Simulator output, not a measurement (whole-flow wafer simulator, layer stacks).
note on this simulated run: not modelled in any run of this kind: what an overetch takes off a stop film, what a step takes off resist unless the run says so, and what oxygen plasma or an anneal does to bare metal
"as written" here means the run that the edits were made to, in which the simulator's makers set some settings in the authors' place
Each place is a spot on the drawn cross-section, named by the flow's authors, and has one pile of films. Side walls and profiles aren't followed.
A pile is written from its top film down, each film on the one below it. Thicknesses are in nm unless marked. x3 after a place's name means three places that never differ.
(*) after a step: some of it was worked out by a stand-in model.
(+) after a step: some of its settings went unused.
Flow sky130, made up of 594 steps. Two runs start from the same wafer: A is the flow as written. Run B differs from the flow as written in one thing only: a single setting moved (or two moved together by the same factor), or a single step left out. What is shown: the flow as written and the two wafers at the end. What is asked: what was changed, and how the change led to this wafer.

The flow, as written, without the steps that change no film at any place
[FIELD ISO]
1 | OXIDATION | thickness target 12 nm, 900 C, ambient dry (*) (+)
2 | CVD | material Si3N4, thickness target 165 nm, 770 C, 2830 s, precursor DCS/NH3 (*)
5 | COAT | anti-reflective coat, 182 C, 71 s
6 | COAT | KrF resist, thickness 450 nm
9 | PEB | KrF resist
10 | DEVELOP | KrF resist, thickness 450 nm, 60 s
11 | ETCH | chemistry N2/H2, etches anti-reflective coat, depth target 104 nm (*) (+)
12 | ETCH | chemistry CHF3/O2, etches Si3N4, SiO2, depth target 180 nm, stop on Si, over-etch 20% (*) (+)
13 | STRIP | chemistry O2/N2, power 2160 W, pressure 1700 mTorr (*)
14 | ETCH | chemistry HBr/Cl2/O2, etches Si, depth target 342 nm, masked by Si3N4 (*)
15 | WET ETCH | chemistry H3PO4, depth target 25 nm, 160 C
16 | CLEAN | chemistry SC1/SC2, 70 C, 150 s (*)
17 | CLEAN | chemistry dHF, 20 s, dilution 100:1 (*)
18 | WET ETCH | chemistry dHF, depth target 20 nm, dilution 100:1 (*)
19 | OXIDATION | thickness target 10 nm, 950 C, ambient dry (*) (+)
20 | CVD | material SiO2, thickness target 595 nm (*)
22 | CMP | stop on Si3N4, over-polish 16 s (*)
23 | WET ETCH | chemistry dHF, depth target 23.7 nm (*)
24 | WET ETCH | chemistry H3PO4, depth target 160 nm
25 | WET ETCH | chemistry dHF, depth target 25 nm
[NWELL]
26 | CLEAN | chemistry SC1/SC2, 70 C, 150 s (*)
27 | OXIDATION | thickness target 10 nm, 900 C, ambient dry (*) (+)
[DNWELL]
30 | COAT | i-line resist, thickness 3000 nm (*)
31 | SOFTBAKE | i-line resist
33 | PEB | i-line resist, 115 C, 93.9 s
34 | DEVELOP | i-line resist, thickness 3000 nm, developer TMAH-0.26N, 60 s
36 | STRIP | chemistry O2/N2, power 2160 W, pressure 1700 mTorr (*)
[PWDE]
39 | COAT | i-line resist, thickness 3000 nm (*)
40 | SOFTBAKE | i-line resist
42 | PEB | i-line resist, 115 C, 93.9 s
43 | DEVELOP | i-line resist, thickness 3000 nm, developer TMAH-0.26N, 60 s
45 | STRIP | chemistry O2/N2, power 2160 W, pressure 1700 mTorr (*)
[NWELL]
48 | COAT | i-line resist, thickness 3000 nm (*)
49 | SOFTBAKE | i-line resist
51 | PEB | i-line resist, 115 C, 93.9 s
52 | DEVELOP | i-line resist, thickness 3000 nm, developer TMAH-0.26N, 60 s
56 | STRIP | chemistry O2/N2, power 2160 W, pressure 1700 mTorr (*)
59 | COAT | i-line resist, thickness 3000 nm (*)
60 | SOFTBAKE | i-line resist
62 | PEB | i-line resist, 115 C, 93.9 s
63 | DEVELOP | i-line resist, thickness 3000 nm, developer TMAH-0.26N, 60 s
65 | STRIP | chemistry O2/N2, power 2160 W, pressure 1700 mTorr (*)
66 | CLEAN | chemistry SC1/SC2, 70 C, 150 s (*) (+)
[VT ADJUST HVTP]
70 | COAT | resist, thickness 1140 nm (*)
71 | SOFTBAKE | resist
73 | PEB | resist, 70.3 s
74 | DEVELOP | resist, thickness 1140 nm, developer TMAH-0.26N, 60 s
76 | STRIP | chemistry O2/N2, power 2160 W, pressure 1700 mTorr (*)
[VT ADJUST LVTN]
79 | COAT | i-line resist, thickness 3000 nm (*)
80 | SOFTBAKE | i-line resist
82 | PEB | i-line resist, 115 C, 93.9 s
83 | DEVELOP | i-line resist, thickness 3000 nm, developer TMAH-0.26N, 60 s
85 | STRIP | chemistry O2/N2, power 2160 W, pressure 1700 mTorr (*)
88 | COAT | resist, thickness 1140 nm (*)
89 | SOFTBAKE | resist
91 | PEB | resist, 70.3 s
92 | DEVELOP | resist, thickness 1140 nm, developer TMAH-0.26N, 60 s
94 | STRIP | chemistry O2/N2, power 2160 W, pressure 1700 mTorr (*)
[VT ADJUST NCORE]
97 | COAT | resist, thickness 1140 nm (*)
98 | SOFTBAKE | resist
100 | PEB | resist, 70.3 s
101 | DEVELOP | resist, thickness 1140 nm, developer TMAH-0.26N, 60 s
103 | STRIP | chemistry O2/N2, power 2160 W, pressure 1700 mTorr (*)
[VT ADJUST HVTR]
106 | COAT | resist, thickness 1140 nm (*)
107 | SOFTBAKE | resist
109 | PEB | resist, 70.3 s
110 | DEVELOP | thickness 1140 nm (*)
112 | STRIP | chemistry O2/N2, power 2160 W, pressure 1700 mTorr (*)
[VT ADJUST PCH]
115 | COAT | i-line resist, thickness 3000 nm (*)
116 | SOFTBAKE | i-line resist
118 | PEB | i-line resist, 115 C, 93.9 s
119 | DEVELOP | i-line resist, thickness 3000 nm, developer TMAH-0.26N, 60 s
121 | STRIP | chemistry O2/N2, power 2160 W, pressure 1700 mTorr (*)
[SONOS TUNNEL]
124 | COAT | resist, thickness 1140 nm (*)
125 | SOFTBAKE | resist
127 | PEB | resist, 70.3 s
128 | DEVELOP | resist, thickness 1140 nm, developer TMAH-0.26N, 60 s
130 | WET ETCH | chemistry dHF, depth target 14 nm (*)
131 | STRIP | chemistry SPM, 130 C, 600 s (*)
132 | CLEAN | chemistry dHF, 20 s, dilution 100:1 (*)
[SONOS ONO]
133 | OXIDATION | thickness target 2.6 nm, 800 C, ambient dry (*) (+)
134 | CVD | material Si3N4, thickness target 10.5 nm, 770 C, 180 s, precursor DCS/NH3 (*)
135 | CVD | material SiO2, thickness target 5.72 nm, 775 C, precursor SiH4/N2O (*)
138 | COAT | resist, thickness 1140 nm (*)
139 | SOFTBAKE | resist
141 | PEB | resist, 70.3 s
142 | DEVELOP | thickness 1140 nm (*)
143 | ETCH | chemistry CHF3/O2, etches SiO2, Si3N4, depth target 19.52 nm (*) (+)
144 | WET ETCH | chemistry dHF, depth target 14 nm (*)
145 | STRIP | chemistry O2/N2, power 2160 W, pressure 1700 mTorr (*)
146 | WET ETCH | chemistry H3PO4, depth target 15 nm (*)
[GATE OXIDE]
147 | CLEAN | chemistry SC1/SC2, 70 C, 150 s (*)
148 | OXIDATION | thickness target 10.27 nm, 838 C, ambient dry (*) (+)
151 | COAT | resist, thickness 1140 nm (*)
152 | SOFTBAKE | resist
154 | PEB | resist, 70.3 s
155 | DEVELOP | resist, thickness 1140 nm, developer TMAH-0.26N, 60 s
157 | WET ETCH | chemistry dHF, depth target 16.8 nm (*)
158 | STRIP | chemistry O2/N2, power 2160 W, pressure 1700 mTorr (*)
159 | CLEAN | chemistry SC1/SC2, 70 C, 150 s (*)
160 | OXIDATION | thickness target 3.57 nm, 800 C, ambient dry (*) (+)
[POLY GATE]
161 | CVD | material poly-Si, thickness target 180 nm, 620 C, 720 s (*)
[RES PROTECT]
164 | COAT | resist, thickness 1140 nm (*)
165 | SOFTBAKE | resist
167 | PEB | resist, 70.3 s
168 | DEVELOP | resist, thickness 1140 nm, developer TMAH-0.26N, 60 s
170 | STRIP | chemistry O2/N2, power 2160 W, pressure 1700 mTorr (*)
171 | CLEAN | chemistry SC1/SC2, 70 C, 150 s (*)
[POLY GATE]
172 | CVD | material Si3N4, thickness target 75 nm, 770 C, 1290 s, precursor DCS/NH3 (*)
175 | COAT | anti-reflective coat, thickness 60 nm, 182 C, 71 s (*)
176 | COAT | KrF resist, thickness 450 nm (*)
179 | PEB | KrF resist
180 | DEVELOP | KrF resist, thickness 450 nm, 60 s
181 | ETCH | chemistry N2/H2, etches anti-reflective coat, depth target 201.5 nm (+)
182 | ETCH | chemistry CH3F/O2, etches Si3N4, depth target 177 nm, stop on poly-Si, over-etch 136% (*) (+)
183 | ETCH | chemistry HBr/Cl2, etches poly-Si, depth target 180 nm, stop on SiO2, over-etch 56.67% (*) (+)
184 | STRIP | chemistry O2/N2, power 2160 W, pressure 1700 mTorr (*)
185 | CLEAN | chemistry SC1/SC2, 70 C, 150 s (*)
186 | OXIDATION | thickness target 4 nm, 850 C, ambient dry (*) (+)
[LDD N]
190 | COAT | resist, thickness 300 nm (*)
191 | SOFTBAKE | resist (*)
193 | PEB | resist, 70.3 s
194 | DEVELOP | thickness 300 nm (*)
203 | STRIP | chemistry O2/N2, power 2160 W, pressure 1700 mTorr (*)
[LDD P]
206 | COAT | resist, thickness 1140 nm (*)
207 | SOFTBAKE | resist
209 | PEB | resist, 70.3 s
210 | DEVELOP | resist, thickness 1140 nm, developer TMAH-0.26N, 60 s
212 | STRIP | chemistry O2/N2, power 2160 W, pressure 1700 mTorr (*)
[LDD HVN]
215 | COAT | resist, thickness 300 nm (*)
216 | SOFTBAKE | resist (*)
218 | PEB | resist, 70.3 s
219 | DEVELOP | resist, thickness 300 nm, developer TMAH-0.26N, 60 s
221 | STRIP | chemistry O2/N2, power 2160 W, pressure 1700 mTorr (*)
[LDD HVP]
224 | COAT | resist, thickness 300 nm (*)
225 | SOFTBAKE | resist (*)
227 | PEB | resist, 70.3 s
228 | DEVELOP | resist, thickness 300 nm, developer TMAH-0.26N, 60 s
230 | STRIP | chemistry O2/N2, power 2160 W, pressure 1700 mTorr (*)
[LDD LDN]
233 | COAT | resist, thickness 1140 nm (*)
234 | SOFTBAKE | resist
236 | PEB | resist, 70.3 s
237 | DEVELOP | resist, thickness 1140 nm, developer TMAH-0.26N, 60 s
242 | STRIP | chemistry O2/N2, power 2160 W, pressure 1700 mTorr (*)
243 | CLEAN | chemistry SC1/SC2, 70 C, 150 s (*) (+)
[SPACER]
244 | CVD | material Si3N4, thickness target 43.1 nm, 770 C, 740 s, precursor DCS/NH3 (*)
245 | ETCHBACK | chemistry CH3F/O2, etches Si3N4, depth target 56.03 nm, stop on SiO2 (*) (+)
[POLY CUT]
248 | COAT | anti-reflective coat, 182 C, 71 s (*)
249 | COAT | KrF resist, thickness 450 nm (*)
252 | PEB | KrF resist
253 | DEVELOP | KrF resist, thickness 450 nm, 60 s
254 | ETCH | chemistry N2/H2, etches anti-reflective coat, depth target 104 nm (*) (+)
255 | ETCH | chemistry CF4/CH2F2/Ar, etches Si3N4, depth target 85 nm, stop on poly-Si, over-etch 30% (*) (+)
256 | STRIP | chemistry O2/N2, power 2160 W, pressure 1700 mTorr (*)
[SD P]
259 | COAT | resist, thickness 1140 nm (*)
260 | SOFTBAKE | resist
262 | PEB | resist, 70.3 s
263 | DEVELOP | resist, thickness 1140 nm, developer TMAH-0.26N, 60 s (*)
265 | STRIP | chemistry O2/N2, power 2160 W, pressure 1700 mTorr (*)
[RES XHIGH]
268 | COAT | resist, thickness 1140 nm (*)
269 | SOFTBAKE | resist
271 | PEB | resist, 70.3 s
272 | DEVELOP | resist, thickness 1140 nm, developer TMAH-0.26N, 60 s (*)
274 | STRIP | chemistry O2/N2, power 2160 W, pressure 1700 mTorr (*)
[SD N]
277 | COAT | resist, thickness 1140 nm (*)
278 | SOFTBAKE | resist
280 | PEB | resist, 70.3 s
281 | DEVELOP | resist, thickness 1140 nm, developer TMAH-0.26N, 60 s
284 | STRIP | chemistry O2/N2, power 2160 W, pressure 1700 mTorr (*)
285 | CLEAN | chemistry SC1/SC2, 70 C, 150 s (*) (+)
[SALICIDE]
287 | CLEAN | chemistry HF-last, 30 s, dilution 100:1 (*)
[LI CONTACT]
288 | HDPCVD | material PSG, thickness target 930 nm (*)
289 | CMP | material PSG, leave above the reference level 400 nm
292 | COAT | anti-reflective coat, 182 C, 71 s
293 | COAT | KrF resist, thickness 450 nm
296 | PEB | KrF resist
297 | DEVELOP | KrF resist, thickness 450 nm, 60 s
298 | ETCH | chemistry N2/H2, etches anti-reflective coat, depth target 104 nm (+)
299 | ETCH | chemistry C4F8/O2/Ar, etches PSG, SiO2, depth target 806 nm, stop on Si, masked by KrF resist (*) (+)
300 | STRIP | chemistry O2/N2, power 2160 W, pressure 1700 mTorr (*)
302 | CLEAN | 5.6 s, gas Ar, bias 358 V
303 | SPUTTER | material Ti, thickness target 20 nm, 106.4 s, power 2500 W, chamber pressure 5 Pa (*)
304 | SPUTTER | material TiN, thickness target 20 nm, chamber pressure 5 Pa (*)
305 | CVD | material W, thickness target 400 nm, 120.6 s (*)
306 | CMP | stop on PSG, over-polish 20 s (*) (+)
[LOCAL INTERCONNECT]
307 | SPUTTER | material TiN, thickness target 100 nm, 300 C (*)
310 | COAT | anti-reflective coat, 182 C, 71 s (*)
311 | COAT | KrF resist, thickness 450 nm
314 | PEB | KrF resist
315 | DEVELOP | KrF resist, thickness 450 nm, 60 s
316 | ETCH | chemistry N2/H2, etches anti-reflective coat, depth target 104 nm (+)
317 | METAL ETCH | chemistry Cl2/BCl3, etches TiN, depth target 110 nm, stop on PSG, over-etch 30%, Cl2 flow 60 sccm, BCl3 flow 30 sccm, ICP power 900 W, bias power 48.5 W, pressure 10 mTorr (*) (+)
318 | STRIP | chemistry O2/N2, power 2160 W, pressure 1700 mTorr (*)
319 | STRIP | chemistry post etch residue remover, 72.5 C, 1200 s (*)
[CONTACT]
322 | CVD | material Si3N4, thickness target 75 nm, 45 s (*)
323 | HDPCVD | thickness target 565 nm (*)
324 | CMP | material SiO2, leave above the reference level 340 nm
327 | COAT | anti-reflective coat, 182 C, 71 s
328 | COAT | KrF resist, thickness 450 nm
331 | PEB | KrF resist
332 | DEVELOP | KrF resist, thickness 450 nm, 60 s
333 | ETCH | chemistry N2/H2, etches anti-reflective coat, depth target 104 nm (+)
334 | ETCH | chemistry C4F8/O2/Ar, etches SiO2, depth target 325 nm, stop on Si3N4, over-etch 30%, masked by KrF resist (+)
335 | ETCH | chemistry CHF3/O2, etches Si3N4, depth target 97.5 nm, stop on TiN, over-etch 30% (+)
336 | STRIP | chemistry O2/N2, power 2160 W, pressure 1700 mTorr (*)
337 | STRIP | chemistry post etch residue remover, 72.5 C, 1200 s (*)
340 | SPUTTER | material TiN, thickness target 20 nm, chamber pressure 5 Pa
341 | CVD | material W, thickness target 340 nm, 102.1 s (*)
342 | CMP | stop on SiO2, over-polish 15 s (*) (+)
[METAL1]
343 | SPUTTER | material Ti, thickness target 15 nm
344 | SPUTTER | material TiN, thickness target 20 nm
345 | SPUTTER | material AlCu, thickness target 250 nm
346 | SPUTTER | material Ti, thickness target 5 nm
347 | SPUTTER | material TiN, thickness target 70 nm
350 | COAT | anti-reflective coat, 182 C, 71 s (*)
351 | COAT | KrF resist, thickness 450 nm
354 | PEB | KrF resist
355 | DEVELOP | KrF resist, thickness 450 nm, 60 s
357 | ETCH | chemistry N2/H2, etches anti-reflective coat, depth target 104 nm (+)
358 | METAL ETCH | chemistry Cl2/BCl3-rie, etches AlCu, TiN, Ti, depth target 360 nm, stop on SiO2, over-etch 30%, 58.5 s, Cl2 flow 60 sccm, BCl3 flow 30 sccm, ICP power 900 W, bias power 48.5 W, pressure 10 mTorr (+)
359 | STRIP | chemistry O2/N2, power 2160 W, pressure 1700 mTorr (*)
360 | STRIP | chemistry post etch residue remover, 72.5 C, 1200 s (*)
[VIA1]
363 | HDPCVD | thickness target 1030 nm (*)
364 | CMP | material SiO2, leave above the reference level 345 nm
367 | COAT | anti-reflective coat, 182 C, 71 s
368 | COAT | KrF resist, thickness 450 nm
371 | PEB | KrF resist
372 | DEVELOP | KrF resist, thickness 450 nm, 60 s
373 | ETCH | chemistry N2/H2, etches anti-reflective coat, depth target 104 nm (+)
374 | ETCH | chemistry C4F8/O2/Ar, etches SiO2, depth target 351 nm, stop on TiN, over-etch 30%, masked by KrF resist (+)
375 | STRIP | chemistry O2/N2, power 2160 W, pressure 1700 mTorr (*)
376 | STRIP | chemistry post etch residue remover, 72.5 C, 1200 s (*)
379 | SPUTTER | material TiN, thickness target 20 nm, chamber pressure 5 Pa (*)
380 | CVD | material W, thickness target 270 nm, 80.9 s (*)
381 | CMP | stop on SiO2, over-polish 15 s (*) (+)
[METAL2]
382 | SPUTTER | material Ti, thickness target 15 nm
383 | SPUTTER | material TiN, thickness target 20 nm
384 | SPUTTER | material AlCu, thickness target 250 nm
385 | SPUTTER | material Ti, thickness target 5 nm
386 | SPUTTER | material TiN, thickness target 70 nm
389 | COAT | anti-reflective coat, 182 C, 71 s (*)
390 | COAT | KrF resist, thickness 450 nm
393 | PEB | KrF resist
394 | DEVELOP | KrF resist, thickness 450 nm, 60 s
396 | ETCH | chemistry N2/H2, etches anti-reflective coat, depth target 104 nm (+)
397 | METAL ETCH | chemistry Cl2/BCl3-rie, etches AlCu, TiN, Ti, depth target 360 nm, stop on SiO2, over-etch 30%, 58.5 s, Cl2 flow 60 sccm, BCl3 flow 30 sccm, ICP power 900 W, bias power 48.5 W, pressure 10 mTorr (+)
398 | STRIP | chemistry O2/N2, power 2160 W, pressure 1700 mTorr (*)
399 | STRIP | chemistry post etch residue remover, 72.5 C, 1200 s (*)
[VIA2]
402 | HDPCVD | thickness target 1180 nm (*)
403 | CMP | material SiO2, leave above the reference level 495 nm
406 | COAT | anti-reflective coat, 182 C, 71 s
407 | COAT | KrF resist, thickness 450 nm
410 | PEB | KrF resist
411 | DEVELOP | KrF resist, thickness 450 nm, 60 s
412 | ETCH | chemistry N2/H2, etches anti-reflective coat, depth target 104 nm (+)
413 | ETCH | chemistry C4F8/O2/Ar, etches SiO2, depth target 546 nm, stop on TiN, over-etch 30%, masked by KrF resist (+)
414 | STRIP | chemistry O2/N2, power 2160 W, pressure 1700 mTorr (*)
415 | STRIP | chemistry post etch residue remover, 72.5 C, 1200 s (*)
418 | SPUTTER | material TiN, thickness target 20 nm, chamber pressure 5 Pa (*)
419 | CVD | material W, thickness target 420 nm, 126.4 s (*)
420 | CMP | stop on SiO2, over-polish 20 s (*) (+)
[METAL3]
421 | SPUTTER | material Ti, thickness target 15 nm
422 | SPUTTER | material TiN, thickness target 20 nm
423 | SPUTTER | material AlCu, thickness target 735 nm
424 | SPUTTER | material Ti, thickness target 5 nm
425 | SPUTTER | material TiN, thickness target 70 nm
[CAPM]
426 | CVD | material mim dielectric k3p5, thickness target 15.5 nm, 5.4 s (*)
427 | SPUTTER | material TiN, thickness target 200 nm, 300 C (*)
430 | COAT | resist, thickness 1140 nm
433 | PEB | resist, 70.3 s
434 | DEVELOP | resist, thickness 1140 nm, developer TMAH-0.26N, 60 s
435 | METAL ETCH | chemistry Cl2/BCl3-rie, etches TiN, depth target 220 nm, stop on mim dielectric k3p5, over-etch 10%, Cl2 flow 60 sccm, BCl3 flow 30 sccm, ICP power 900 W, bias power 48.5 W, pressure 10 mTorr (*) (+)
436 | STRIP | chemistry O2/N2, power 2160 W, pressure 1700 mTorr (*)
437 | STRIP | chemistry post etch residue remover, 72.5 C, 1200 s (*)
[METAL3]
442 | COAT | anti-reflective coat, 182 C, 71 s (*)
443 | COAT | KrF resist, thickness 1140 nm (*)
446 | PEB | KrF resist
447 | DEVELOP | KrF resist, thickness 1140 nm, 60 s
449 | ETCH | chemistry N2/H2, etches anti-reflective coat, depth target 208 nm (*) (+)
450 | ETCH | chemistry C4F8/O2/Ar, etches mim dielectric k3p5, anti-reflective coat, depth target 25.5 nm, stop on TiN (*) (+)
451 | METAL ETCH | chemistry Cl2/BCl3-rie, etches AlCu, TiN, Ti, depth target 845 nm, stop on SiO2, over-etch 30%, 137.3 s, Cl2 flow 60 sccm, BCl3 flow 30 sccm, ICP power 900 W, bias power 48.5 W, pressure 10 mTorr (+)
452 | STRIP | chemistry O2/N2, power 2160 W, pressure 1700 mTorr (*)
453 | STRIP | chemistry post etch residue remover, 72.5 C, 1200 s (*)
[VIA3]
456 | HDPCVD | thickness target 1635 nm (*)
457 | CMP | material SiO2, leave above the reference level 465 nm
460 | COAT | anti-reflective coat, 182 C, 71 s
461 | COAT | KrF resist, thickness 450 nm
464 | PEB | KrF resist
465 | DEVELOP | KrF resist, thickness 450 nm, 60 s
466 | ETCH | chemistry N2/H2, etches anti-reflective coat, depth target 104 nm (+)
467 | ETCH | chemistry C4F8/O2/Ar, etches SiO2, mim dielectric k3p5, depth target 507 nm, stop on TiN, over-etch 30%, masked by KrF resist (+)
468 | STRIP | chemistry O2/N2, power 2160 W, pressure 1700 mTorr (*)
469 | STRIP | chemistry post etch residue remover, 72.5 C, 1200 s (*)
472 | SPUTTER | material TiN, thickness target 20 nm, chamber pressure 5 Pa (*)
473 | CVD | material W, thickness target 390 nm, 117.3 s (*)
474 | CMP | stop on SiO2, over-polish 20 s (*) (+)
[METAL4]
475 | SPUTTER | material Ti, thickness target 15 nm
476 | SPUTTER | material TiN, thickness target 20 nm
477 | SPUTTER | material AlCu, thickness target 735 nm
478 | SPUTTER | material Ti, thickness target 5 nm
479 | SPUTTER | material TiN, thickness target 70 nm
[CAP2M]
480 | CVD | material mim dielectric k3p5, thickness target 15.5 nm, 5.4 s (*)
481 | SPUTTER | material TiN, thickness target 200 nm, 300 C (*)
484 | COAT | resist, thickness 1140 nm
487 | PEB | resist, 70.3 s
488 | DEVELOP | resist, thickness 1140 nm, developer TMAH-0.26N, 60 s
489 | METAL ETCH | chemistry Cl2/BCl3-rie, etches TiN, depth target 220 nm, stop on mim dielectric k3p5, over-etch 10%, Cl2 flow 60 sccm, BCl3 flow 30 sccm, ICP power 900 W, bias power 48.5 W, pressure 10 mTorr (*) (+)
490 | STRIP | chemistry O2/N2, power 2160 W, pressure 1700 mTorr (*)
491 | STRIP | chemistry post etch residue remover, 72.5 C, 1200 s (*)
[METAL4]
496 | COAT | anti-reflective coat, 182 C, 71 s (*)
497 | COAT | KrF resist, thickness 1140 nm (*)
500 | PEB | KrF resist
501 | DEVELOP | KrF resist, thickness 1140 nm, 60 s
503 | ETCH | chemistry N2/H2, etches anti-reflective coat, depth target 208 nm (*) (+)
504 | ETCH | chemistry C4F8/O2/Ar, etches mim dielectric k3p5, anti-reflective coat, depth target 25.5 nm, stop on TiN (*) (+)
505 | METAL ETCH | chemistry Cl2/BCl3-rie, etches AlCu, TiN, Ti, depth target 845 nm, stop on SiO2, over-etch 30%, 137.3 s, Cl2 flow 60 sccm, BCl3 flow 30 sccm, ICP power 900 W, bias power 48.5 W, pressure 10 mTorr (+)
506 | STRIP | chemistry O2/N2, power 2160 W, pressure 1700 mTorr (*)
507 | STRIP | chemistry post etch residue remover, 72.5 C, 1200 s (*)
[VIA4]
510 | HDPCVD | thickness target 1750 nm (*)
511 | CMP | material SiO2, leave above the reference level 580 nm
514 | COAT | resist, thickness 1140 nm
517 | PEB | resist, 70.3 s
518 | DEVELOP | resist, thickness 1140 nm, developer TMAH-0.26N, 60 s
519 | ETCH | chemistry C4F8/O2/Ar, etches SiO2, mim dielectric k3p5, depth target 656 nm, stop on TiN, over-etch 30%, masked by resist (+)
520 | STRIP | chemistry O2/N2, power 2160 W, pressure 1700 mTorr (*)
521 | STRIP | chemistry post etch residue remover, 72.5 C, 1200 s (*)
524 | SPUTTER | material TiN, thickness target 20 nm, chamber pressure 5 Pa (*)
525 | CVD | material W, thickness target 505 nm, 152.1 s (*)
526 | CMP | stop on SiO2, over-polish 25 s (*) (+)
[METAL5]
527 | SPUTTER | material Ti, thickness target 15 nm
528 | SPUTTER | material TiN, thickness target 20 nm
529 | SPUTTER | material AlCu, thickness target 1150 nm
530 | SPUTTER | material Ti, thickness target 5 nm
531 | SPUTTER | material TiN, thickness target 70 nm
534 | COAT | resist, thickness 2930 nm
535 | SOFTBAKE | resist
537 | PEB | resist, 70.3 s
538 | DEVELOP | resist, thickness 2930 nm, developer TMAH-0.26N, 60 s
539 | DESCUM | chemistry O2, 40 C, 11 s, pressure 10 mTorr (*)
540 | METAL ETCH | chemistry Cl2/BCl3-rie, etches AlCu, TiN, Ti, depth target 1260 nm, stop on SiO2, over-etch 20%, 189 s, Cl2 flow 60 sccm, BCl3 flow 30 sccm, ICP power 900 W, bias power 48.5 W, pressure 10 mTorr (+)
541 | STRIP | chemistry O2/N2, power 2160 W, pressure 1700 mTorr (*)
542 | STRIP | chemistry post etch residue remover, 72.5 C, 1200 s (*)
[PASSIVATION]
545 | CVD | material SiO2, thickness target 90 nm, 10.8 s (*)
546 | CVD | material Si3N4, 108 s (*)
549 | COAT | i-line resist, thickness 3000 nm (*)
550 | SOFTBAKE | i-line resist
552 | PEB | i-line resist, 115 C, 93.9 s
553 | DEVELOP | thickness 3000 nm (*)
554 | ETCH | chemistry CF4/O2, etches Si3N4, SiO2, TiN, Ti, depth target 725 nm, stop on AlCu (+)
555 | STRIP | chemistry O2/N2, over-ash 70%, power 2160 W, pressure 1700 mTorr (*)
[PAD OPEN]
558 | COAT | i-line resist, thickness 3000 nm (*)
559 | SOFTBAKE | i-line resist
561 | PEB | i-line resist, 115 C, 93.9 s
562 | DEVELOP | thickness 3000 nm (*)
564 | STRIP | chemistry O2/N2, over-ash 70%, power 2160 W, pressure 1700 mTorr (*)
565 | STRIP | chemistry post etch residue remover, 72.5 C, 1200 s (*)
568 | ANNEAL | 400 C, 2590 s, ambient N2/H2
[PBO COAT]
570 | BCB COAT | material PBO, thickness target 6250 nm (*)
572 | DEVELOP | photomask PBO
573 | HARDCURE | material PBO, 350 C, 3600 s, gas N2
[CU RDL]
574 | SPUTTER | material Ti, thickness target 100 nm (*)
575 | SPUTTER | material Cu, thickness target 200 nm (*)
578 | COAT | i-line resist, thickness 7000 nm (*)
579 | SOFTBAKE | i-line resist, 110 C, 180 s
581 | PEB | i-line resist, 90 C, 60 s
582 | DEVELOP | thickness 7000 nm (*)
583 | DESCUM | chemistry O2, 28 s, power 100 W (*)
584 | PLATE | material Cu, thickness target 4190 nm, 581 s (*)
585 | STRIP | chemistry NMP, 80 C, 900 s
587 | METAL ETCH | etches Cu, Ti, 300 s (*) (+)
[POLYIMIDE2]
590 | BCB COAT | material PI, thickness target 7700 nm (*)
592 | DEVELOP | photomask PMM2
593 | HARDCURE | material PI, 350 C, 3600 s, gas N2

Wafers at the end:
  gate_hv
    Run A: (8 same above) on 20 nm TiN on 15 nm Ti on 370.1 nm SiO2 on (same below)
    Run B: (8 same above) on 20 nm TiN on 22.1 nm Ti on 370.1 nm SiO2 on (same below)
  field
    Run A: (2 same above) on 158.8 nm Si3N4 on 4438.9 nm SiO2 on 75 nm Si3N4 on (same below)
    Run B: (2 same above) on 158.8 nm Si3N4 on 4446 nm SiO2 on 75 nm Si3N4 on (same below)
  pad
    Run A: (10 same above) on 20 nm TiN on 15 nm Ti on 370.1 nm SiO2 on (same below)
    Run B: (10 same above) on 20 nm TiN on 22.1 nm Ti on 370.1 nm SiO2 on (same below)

The reason: step 475, SPUTTER: thickness target 22.1 nm was run, whereas the flow has thickness target 15 nm.
One can read it off the wafer: gate_hv has Ti 22.1, and step 475 as written asks for 15 nm.

How this came from the change, step by step:
  475 | SPUTTER | material Ti, thickness target 15 nm
      field, active, n_well and 189 more: A +15 Ti (new film) | B +22.1 Ti (new film)
  505 | METAL ETCH | chemistry Cl2/BCl3-rie, etches AlCu, TiN, Ti, depth target 845 nm, stop on SiO2, over-etch 30%, 137.3 s, Cl2 flow 60 sccm, BCl3 flow 30 sccm, ICP power 900 W, bias power 48.5 W, pressure 10 mTorr (+)
      field, gate, spacer and 68 more: A -70 TiN (all of it), -5 Ti (all of it), -735 AlCu (all of it), -20 TiN (all of it), -15 Ti (all of it), -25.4 SiO2 | B -70 TiN (all of it), -5 Ti (all of it), -735 AlCu (all of it), -20 TiN (all of it), -22.1 Ti (all of it), -24.6 SiO2
      active, vpp_iso1, mim_edge_plate and 14 more: A -70 TiN (all of it), -5 Ti (all of it), -735 AlCu (all of it), -20 TiN (all of it), -15 Ti (all of it), -25.3 SiO2 | B -70 TiN (all of it), -5 Ti (all of it), -735 AlCu (all of it), -20 TiN (all of it), -22.1 Ti (all of it), -24.6 SiO2
